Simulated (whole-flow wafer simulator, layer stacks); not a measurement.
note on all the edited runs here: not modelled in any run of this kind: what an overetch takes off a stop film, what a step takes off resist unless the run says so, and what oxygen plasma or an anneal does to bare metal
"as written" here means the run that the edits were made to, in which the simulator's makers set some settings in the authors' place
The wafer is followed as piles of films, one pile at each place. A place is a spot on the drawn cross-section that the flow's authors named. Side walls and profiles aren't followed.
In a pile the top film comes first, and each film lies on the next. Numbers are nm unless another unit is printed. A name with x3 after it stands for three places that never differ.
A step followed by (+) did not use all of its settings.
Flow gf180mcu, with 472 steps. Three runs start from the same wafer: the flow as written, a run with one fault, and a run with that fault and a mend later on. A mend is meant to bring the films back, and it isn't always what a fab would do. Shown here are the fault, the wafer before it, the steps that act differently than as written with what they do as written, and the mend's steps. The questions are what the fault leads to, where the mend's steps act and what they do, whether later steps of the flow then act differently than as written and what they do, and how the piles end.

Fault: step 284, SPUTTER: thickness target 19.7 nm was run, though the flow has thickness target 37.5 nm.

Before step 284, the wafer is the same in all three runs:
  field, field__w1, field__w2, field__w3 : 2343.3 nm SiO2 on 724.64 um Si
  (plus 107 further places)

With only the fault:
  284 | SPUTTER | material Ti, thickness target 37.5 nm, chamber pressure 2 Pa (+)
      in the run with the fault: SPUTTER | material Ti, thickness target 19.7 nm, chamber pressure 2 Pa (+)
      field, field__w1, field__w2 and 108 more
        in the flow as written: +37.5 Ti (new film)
        in the run with the fault: +19.7 Ti (new film)
  Steps later in the flow that act otherwise than as written:
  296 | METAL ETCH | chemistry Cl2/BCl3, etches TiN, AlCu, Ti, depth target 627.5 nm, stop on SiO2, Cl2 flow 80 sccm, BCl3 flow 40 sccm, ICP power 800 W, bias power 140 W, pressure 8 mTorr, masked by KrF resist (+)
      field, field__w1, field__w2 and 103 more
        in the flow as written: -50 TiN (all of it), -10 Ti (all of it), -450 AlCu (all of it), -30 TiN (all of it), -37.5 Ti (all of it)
        in the run with the fault: -50 TiN (all of it), -10 Ti (all of it), -450 AlCu (all of it), -30 TiN (all of it), -19.7 Ti (all of it)
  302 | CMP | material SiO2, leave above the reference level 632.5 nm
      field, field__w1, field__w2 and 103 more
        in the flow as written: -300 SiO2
        in the run with the fault: -317.8 SiO2
  At field__w8, contact, m1, m1__w1, m1_nw, the piles at the end differ from the flow's by more than 2% or 0.5 nm, whichever is larger.
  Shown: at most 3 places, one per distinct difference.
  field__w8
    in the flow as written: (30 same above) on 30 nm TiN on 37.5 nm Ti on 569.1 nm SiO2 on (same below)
    in the run with the fault: (30 same above) on 30 nm TiN on 19.7 nm Ti on 569.1 nm SiO2 on (same below)
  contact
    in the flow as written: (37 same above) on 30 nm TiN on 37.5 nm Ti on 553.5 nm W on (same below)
    in the run with the fault: (37 same above) on 30 nm TiN on 19.7 nm Ti on 553.5 nm W on (same below)

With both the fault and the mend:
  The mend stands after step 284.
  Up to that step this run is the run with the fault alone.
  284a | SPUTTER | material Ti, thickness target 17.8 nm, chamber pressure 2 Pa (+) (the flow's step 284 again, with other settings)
      field, field__w1, field__w2 and 108 more
        +17.8 Ti
  None of the later steps of the flow acts differently than as written at any place that is followed.
  By the end, the piles equal the flow's at every place that both follow.
